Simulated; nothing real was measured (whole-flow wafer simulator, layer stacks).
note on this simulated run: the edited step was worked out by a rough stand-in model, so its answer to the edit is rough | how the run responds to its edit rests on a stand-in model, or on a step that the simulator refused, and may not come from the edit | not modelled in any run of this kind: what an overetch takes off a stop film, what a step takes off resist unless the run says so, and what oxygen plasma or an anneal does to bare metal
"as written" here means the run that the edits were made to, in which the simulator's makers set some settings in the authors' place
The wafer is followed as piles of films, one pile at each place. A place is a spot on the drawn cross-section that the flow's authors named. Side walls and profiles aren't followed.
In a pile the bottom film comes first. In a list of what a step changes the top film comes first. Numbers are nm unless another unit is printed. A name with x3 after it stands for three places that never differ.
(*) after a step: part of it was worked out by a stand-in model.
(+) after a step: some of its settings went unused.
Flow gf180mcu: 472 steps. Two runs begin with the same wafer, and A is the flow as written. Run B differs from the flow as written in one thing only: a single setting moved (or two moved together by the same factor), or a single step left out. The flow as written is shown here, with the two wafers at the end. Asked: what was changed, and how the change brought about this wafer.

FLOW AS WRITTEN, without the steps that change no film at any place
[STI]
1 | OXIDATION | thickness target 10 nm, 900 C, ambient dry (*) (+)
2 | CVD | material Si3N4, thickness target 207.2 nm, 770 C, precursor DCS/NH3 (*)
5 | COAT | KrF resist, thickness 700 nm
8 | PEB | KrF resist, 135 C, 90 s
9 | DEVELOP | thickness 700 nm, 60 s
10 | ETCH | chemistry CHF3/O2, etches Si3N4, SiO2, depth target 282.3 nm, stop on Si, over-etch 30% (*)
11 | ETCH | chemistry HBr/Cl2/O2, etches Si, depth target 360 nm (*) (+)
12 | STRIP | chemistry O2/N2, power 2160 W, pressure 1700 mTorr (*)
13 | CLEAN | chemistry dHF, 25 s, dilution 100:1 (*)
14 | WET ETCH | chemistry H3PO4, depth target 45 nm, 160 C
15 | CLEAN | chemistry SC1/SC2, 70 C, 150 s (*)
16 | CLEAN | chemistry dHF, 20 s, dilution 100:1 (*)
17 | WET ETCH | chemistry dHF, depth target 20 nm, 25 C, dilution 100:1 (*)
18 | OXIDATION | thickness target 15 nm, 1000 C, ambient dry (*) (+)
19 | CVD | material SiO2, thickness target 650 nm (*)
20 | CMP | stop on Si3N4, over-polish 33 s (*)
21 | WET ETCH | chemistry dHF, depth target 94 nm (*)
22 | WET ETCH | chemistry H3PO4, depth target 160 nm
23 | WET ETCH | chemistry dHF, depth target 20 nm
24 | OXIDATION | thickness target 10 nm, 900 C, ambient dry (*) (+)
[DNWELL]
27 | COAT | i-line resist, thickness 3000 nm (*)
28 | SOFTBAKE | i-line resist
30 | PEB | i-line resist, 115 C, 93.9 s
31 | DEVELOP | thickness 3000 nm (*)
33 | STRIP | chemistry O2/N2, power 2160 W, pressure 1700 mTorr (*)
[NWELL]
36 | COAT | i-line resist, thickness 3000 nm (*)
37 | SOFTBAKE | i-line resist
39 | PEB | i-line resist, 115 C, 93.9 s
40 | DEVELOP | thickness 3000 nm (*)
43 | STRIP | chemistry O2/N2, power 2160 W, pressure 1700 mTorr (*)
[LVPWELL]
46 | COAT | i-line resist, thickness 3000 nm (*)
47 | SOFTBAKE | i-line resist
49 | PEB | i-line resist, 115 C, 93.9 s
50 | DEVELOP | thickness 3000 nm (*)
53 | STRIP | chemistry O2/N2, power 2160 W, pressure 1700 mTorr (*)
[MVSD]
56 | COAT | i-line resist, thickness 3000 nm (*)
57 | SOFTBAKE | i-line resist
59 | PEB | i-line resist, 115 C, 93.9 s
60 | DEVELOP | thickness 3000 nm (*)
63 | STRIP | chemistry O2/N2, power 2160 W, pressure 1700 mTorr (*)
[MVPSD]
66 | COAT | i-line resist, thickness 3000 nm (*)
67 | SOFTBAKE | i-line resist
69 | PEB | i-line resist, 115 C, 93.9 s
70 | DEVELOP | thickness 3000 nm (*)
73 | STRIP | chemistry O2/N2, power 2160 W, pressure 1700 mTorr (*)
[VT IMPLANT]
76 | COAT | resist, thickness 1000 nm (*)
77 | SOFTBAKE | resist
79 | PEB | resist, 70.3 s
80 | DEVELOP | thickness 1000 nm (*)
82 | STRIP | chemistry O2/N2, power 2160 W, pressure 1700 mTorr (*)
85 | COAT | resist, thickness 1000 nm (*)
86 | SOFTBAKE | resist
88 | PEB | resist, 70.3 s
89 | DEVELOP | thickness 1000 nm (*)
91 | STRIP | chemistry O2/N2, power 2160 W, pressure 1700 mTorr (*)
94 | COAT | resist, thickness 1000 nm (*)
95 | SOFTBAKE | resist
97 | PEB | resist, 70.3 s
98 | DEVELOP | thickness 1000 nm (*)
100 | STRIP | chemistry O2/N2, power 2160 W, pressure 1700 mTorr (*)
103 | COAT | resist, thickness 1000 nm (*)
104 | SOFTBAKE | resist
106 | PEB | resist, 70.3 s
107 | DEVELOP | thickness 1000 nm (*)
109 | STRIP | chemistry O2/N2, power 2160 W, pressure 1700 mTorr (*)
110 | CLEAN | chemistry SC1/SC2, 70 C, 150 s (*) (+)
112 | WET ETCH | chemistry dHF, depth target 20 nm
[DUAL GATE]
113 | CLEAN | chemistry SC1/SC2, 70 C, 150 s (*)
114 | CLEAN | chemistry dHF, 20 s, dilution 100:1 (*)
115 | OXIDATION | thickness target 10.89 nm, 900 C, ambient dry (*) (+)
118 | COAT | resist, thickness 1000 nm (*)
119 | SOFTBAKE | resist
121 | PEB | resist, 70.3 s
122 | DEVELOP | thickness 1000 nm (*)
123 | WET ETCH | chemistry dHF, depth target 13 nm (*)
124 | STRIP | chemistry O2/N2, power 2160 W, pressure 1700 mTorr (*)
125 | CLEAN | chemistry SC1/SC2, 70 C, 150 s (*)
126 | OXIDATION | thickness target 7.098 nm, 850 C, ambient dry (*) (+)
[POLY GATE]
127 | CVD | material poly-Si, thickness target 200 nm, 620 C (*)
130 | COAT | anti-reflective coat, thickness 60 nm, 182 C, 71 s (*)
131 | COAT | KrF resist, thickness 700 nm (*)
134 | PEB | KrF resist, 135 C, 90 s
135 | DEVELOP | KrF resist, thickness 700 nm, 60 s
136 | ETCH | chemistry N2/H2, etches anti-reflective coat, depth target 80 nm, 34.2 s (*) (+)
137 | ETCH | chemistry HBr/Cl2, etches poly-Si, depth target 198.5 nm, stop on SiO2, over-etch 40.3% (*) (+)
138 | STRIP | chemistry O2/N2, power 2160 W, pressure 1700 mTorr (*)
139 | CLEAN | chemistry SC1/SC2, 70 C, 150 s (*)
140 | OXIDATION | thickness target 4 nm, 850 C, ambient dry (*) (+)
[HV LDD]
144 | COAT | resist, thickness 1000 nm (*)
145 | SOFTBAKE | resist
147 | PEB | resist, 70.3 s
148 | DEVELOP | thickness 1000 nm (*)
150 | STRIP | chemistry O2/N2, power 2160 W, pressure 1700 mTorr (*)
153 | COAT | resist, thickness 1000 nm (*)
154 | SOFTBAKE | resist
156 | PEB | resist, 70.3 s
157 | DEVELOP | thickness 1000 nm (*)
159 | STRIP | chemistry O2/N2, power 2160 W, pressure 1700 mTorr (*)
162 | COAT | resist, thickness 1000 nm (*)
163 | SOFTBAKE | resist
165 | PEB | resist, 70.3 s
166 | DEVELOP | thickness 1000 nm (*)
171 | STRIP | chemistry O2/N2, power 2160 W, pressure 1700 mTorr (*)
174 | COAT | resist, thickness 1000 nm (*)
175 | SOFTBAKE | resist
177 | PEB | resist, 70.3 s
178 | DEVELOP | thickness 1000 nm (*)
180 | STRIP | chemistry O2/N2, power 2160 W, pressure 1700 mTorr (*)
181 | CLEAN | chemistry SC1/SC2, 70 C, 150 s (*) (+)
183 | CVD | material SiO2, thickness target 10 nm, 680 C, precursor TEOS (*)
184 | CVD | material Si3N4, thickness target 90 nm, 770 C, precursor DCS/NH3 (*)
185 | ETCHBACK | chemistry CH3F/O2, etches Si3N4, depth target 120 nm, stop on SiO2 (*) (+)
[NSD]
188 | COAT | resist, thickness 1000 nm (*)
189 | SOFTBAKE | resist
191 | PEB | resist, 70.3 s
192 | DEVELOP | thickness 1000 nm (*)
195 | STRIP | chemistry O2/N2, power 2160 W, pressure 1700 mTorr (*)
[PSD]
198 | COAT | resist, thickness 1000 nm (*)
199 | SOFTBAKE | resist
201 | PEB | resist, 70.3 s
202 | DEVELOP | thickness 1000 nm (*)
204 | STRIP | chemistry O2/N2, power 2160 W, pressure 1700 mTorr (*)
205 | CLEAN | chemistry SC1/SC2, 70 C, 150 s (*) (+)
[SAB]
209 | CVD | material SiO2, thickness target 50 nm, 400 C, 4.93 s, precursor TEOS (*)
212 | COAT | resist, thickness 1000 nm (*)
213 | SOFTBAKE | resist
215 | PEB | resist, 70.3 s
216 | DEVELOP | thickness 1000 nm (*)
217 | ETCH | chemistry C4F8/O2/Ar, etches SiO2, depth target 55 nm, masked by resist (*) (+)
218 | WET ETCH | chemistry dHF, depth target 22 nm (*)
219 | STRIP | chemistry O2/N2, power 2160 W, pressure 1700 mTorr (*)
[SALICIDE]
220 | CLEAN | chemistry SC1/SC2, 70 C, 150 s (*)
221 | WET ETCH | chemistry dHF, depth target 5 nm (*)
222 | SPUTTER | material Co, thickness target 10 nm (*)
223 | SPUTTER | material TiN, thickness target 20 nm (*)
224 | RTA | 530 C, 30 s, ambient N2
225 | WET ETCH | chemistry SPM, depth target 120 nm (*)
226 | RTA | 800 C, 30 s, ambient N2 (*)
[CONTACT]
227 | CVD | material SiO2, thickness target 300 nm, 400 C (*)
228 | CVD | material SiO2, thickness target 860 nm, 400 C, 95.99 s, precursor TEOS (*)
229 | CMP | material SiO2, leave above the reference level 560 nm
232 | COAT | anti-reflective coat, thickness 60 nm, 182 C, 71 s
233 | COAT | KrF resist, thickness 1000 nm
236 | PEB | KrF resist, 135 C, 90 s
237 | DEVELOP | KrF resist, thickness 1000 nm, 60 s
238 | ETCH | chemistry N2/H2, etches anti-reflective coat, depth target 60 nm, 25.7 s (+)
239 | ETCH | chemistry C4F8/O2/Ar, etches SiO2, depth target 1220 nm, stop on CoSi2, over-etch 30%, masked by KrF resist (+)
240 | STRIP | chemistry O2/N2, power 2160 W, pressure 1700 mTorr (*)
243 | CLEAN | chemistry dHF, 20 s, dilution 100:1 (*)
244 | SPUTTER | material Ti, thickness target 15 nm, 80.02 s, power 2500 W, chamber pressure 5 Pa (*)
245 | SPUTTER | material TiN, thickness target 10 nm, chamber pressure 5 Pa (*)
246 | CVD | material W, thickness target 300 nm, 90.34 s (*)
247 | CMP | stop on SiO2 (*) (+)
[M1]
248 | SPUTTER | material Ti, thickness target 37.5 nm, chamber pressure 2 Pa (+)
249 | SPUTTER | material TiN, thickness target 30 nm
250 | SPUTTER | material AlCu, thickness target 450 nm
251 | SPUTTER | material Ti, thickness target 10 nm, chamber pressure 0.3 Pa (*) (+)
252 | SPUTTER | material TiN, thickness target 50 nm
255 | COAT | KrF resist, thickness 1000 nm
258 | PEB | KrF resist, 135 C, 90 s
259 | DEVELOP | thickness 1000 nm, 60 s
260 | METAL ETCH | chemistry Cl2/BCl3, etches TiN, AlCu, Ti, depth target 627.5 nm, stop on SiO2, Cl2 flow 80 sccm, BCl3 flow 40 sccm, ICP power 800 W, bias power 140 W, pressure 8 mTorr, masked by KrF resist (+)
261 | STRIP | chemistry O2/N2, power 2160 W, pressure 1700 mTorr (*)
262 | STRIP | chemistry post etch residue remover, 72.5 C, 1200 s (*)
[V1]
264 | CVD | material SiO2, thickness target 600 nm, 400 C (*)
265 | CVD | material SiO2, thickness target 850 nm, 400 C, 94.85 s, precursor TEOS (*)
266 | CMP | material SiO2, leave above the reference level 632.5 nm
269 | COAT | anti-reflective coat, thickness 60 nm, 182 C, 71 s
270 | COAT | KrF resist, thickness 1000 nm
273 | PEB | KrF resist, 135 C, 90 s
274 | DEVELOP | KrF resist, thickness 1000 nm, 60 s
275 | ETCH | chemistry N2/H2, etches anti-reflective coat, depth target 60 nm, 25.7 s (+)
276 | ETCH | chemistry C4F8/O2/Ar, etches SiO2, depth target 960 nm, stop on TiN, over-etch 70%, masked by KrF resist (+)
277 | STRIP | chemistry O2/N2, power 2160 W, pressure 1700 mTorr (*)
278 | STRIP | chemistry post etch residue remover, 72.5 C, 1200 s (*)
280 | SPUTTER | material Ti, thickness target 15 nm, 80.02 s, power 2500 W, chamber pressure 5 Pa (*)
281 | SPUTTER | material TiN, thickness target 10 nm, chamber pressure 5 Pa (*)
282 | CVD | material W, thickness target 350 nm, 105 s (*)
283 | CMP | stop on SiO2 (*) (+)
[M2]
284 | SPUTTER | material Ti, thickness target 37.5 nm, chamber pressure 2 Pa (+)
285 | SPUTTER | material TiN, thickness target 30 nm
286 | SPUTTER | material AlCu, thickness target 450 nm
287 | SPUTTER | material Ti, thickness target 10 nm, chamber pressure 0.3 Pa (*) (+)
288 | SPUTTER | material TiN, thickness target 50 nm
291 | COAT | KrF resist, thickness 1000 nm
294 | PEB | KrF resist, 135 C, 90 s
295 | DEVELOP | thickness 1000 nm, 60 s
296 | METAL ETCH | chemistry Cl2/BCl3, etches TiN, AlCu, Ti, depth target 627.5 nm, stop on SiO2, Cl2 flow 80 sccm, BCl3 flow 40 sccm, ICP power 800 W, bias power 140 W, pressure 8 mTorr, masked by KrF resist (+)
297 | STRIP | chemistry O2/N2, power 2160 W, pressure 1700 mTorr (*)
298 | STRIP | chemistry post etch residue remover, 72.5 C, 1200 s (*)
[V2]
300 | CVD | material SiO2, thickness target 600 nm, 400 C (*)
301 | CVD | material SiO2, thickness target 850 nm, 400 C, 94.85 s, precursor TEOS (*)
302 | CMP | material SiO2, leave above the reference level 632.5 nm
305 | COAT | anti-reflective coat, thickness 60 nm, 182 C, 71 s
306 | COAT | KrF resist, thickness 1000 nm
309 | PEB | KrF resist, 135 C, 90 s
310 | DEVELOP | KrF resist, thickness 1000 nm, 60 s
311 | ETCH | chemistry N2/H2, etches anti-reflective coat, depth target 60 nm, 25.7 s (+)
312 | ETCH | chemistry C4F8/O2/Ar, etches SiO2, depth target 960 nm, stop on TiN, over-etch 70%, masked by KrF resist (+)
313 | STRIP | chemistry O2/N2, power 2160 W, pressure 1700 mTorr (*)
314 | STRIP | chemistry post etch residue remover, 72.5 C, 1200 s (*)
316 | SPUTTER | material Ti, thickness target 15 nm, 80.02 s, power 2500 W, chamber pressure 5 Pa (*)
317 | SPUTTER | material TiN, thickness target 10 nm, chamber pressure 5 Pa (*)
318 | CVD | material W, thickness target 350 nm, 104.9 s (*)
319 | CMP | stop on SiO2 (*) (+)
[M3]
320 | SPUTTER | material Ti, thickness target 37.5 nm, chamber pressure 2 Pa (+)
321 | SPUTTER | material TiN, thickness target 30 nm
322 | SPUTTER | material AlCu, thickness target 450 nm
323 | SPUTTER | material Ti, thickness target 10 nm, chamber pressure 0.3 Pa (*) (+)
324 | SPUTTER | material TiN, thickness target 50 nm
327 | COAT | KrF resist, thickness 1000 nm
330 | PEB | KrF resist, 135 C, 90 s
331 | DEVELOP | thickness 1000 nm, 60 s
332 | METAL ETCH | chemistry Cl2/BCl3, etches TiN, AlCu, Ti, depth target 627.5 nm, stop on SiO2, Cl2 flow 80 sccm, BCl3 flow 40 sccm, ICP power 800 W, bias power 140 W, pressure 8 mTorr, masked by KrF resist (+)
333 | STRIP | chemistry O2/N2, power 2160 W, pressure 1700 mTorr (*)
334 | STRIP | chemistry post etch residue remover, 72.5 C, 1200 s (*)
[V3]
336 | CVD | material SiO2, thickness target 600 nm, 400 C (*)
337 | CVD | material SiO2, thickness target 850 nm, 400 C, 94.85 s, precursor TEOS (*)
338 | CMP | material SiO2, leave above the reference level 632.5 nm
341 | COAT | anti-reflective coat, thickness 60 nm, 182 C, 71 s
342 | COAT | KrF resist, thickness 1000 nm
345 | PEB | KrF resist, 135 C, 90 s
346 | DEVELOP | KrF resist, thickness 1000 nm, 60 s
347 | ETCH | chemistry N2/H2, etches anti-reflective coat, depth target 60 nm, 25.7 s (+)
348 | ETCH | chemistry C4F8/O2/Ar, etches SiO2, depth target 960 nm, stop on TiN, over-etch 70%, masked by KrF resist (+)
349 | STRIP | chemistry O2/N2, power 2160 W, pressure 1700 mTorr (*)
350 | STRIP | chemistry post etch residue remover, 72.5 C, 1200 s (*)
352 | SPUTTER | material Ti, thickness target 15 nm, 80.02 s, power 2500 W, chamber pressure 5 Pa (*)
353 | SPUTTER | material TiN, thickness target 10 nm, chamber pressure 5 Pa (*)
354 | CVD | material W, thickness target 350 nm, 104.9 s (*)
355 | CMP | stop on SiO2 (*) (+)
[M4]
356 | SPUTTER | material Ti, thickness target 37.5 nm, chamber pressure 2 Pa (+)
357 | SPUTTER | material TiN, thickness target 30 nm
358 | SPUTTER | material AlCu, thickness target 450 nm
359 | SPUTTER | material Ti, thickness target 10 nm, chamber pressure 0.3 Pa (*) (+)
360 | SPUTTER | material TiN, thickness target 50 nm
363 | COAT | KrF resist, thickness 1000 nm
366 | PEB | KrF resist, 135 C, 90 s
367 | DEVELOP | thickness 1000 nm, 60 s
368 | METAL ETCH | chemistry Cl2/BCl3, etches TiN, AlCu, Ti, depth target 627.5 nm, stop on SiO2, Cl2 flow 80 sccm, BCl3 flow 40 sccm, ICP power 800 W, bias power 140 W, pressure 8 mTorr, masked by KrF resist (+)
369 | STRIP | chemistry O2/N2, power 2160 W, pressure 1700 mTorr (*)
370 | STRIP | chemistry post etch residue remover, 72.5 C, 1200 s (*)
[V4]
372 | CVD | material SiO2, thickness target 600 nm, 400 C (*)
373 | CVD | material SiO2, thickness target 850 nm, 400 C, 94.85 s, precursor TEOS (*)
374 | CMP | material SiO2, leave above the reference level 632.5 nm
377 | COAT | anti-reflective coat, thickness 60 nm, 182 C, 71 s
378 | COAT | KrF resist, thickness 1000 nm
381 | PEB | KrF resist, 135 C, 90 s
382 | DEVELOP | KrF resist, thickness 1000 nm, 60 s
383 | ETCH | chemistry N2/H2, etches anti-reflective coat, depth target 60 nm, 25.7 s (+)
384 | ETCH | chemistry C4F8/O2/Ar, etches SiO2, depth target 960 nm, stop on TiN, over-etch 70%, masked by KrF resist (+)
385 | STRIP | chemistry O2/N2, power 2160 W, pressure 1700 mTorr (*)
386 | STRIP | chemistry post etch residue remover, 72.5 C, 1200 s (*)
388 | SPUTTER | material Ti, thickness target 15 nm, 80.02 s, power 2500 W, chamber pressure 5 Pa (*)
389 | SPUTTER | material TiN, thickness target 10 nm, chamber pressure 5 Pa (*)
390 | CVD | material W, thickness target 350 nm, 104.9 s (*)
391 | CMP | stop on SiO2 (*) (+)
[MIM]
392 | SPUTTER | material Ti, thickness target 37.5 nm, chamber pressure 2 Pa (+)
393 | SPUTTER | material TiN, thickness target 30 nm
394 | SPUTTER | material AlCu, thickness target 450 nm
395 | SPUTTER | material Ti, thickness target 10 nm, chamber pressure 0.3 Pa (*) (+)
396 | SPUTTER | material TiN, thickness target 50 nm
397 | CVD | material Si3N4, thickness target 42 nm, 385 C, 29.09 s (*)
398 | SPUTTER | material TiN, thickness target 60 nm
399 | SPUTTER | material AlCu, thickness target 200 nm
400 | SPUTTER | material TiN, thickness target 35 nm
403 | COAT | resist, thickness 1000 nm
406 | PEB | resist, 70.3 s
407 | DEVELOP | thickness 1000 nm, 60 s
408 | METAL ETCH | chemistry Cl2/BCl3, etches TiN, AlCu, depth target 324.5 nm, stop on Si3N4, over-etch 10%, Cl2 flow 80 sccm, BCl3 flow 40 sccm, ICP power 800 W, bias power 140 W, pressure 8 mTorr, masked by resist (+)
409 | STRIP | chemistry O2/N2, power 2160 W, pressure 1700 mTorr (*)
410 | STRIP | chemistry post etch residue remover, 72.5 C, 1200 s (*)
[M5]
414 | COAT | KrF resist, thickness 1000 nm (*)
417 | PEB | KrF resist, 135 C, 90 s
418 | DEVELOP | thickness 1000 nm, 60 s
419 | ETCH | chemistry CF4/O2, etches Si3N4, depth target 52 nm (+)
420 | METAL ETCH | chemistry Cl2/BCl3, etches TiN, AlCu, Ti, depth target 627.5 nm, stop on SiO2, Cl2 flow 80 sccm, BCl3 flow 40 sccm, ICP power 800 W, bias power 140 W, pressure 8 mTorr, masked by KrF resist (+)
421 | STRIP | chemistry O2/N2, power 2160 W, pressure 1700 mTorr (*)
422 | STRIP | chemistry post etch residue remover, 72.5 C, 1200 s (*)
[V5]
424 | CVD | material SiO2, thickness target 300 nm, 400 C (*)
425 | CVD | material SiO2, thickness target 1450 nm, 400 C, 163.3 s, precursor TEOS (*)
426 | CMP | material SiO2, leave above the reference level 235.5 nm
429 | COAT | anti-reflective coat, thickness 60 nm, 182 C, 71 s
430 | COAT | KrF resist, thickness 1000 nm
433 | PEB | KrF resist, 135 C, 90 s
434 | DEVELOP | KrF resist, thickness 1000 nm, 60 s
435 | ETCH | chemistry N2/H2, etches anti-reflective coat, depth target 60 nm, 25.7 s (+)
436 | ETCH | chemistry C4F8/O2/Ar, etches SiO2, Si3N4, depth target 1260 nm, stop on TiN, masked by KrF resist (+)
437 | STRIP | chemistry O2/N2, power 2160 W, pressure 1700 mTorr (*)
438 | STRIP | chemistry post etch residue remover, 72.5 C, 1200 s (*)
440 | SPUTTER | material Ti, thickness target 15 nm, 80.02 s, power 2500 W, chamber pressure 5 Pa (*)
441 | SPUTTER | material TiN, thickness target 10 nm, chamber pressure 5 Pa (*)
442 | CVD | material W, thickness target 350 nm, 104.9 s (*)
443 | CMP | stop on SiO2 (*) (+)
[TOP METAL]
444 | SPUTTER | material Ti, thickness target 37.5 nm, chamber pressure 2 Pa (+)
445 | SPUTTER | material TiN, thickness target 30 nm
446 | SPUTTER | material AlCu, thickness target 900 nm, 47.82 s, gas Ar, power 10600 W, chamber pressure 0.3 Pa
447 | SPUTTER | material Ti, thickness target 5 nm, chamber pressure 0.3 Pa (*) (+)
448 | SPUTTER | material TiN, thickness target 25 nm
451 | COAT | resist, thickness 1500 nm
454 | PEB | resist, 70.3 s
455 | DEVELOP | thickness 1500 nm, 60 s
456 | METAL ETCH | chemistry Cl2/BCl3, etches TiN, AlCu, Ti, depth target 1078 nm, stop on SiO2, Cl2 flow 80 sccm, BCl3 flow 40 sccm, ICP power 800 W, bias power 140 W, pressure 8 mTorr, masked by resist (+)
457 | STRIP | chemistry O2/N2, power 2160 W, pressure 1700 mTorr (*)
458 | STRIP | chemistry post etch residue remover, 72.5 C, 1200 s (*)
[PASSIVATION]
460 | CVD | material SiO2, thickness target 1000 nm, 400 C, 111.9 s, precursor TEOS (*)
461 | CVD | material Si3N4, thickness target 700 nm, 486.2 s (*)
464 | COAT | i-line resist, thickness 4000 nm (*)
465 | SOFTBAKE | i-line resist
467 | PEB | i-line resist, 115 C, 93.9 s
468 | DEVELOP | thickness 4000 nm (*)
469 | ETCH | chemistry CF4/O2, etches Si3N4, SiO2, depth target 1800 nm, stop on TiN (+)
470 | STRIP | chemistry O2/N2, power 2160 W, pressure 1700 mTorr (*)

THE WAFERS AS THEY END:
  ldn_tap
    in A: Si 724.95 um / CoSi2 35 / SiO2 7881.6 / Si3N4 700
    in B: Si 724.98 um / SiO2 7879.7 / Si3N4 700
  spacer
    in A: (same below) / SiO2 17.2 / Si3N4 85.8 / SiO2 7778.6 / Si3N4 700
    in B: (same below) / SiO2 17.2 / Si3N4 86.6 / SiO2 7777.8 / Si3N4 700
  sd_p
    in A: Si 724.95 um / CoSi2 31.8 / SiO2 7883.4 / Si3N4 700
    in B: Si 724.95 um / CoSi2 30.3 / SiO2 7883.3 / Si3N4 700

What caused this: step 209, CVD: thickness target 80 nm was run, whereas the flow has thickness target 50 nm; step 209, CVD: 7.888 s was run, where the flow has 4.93 s.

Step by step, how the change led to this:
  209 | CVD | material SiO2, thickness target 50 nm, 400 C, 4.93 s, precursor TEOS (*)
      field, field__w7, field__w8 and 73 more: A SiO2 gains 50 | B SiO2 gains 78.9
      field_sub, field_sub__w2, ld_drn_n, ld_sd_p: A SiO2 gains 48.8 | B SiO2 gains 77
      (also at 29 further places)
  217 | ETCH | chemistry C4F8/O2/Ar, etches SiO2, depth target 55 nm, masked by resist (*) (+)
      spacer: A SiO2 loses 50 (all of it), Si3N4 loses 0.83 | B SiO2 loses 55
  218 | WET ETCH | chemistry dHF, depth target 22 nm (*)
      ldn_tap, ldn_src, ldn_drn, ldp_tap, ldp_src, ldp_drn, ldp_gr: A SiO2 loses 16 (all of it) | B SiO2 loses 41.5
      ld_drn_n, ld_sd_p: A SiO2 loses 14.8 (all of it) | B SiO2 loses 40.2
      (also at 91 further places)
  219 | STRIP | chemistry O2/N2, power 2160 W, pressure 1700 mTorr (*)
      active_hv, active_nat, ld_sd_n and 11 more: A chemical SiO2 gains 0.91 (new film), Si loses 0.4 | B nothing
  221 | WET ETCH | chemistry dHF, depth target 5 nm (*)
      ldn_tap, ldn_src, ldn_drn, ldp_tap, ldp_src, ldp_drn, ldp_gr: A chemical SiO2 loses 0.76 (all of it) | B SiO2 loses 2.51
      ld_drn_n, ld_sd_p: A chemical SiO2 loses 0.76 (all of it) | B SiO2 loses 2.48 (all of it)
      (also at 5 further places)
  223 | SPUTTER | material TiN, thickness target 20 nm (*)
      field__w12: A TiN gains 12 (new film) | B TiN gains 12.7 (new film)
      sd_p: A TiN gains 17.9 (new film) | B TiN gains 17 (new film)
      (also at 1 further place)
  224 | RTA | 530 C, 30 s, ambient N2
      ldn_tap, ldn_src, ldn_drn, ldp_tap, ldp_src, ldp_drn, ldp_gr: A under 1 film: CoSi gains 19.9 (new film), Co loses 10 (all of it), Si loses 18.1 | B nothing
      sd_p: A under 1 film: CoSi gains 18.1 (new film), Co loses 9.09 (all of it), Si loses 16.5 | B under 1 film: CoSi gains 17.2 (new film), Co loses 8.66 (all of it), Si loses 15.7
  225 | WET ETCH | chemistry SPM, depth target 120 nm (*)
      ldn_tap, ldn_src, ldn_drn, ldp_tap, ldp_src, ldp_drn, ldp_gr: A TiN loses 20 (all of it) | B TiN loses 20 (all of it), Co loses 10 (all of it)
      field__w12: A TiN loses 12 (all of it), Co loses 6.15 (all of it) | B TiN loses 12.7 (all of it), Co loses 6.46 (all of it)
      (also at 2 further places)
  226 | RTA | 800 C, 30 s, ambient N2 (*)
      ldn_tap, ldn_src, ldn_drn, ldp_tap, ldp_src, ldp_drn, ldp_gr: A CoSi2 gains 35 (new film), CoSi loses 19.9 (all of it), Si loses 18.1 | B nothing
      sd_p: A CoSi2 gains 31.8 (new film), CoSi loses 18.1 (all of it), Si loses 16.5 | B CoSi2 gains 30.3 (new film), CoSi loses 17.2 (all of it), Si loses 15.7
  227 | CVD | material SiO2, thickness target 300 nm, 400 C (*)
      ldn_tap, ldn_src, ldn_drn, ldp_tap, ldp_src, ldp_drn, ldp_gr: A SiO2 gains 300 (new film) | B SiO2 gains 300
  229 | CMP | material SiO2, leave above the reference level 560 nm
      ldn_sep__w1, ldn_sep__w2, ldn_dft and 8 more: A SiO2 loses 311 | B SiO2 loses 321.8
      sti, mim_1p0, pad, dice_street, iso_nw_fld, iso_fld_sub: A SiO2 loses 296.8 | B SiO2 loses 307.6
      (also at 45 further places)
Taking metal films that touch as one body, ldn_tap has 0 bodies; the flow as written gives 1 body.
